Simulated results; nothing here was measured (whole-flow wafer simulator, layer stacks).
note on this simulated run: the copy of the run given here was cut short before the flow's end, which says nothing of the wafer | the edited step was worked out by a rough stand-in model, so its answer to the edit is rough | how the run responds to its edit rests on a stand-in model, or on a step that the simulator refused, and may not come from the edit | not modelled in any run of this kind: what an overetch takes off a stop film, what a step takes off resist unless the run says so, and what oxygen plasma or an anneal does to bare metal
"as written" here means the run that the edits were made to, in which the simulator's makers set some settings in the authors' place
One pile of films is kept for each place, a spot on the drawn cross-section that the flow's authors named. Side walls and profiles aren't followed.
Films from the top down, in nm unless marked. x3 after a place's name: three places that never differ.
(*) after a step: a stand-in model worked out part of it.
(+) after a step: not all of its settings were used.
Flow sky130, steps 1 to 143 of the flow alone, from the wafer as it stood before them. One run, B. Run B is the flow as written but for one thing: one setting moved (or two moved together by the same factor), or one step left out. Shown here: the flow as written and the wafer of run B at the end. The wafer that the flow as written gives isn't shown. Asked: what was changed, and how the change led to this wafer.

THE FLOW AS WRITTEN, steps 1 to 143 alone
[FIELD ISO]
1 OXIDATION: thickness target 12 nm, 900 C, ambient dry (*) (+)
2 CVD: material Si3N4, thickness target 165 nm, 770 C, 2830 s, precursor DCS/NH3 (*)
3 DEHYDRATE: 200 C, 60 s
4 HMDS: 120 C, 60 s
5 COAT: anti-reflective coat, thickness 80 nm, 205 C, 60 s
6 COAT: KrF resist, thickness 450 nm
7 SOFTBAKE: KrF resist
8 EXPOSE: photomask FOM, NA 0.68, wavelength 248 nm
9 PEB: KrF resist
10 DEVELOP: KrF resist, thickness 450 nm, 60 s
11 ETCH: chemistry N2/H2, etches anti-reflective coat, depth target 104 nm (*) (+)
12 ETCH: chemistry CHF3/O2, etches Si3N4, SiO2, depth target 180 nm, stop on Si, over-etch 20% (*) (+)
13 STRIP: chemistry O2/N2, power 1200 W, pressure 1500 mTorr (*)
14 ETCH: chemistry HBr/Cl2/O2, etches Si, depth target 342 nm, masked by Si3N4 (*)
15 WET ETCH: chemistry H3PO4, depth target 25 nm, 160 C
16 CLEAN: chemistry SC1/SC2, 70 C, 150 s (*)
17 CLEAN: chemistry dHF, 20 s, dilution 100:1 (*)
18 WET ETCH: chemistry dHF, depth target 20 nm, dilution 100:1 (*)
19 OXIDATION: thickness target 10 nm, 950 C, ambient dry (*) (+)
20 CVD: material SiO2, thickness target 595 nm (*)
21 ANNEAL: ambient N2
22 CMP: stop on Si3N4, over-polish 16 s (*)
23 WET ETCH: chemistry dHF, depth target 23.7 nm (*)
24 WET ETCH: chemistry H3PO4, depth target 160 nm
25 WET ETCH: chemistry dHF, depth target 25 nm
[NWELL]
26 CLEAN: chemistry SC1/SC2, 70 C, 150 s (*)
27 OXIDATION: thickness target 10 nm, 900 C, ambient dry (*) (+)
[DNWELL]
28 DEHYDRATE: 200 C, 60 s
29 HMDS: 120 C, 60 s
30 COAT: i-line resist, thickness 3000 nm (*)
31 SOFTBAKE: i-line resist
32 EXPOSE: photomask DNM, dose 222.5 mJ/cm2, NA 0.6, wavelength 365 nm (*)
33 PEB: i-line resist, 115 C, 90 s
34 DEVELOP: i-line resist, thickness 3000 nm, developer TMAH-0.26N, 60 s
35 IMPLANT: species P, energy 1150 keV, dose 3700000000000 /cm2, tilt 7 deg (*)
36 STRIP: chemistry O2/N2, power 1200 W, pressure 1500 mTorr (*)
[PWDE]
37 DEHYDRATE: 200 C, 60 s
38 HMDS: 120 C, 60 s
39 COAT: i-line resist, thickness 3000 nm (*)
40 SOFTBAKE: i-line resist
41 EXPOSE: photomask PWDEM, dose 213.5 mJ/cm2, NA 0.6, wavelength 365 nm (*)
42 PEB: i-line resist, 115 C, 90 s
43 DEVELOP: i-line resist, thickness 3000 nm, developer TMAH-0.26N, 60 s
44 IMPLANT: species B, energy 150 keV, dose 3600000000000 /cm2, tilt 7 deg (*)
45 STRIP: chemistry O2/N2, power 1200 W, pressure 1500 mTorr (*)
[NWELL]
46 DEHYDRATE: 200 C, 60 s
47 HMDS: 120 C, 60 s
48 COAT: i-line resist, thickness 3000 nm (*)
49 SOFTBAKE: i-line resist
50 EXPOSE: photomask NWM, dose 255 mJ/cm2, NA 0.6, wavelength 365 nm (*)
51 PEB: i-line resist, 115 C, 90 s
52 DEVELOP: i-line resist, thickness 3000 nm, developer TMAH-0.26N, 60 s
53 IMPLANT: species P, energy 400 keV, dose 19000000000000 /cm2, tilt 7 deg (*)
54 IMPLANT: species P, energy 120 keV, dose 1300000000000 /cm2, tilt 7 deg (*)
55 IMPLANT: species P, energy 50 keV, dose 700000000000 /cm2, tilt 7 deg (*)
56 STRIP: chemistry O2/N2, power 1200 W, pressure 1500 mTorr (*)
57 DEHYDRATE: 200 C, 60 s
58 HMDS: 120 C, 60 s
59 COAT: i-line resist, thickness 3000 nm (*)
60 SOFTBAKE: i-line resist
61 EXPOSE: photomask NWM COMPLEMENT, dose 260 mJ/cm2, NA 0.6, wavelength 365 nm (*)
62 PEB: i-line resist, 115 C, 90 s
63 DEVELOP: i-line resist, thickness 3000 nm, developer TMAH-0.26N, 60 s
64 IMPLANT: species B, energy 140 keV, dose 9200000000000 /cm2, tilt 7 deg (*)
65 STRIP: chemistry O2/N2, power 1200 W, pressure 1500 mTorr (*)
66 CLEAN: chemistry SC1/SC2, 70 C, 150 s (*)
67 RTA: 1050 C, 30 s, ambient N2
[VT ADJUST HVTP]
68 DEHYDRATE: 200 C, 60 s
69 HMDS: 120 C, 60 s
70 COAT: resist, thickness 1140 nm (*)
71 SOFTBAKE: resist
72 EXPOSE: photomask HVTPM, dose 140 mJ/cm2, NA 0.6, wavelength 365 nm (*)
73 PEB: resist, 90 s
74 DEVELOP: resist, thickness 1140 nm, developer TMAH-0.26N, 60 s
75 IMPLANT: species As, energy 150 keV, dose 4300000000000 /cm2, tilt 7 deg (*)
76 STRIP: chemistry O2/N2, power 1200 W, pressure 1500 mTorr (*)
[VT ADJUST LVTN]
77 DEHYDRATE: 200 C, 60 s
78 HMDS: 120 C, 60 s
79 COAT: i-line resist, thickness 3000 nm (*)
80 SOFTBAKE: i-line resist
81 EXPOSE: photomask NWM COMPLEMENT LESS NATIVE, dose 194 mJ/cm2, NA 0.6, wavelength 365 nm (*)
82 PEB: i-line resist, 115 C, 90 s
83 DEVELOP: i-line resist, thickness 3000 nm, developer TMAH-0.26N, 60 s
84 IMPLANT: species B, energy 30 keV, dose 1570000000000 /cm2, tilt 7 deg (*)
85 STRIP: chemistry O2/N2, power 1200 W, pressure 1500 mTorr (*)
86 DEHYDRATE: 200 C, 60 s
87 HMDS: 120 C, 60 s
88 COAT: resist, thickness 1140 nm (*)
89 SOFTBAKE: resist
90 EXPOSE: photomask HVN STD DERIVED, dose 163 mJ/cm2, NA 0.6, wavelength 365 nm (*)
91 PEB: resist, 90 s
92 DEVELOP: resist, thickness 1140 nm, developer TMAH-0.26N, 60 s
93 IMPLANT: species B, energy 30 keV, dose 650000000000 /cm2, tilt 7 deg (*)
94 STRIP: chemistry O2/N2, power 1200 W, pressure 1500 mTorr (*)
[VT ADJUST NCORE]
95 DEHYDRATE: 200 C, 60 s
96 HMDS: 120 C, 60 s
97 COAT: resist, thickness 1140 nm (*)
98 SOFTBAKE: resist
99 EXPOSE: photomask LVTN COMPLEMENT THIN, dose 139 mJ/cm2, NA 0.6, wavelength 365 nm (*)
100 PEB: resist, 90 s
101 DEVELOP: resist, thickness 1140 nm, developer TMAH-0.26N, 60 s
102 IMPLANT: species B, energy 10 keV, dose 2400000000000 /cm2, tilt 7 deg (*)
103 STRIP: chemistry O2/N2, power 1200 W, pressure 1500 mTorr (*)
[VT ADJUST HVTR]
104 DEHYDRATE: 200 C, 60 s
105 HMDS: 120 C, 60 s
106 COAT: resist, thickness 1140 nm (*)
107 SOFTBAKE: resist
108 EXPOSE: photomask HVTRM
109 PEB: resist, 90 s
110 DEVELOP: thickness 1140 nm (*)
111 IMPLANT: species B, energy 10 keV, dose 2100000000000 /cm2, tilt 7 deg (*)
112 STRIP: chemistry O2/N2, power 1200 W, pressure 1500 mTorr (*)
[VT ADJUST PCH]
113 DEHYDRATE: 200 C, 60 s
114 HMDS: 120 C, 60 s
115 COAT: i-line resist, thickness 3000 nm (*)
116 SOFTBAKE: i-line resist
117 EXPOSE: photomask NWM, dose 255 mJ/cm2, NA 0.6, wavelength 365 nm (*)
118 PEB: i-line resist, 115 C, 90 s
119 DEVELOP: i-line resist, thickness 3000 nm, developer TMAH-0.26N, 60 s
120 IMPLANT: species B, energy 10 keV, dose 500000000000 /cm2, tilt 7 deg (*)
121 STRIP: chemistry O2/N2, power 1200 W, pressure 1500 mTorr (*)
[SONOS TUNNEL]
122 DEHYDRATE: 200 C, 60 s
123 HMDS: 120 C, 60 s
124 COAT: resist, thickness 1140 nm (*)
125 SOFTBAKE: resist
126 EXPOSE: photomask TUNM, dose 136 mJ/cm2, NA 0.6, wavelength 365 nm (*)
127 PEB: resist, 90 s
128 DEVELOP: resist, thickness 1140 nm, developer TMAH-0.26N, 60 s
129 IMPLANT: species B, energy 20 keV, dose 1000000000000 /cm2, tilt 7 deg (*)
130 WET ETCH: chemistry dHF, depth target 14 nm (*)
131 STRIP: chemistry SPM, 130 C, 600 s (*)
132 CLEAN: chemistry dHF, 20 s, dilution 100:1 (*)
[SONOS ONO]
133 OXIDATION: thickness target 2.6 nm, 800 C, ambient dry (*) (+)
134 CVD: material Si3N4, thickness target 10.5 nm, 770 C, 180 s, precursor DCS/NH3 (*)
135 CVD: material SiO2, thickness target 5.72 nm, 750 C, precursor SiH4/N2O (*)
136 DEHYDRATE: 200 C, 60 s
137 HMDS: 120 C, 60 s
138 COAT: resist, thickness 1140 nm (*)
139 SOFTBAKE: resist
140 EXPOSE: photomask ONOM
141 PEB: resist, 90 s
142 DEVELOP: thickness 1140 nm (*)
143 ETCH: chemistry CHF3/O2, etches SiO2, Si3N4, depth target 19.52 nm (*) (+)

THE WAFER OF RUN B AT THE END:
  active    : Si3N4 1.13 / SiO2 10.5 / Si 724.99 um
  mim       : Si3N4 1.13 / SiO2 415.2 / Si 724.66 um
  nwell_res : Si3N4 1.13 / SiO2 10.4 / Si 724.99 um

The cause: step 143, ETCH: depth target 15.09 nm was run, where the flow has depth target 19.52 nm.

How the change led to this, step by step:
  143 ETCH: chemistry CHF3/O2, etches SiO2, Si3N4, depth target 19.52 nm (*) (+)
      field, active, p_well x5 and 179 more: SiO2 -5.72 (all of it), Si3N4 -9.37 (as written it would be: SiO2 -5.72 (all of it), Si3N4 -10.5 (all of it), SiO2 -3.3)
      n_well, sonos_sd: SiO2 -5.72 (all of it), Si3N4 -9.37 (as written it would be: SiO2 -5.72 (all of it), Si3N4 -10.5 (all of it), SiO2 -2.6 (all of it), Si -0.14)
      (and at 2 more places)
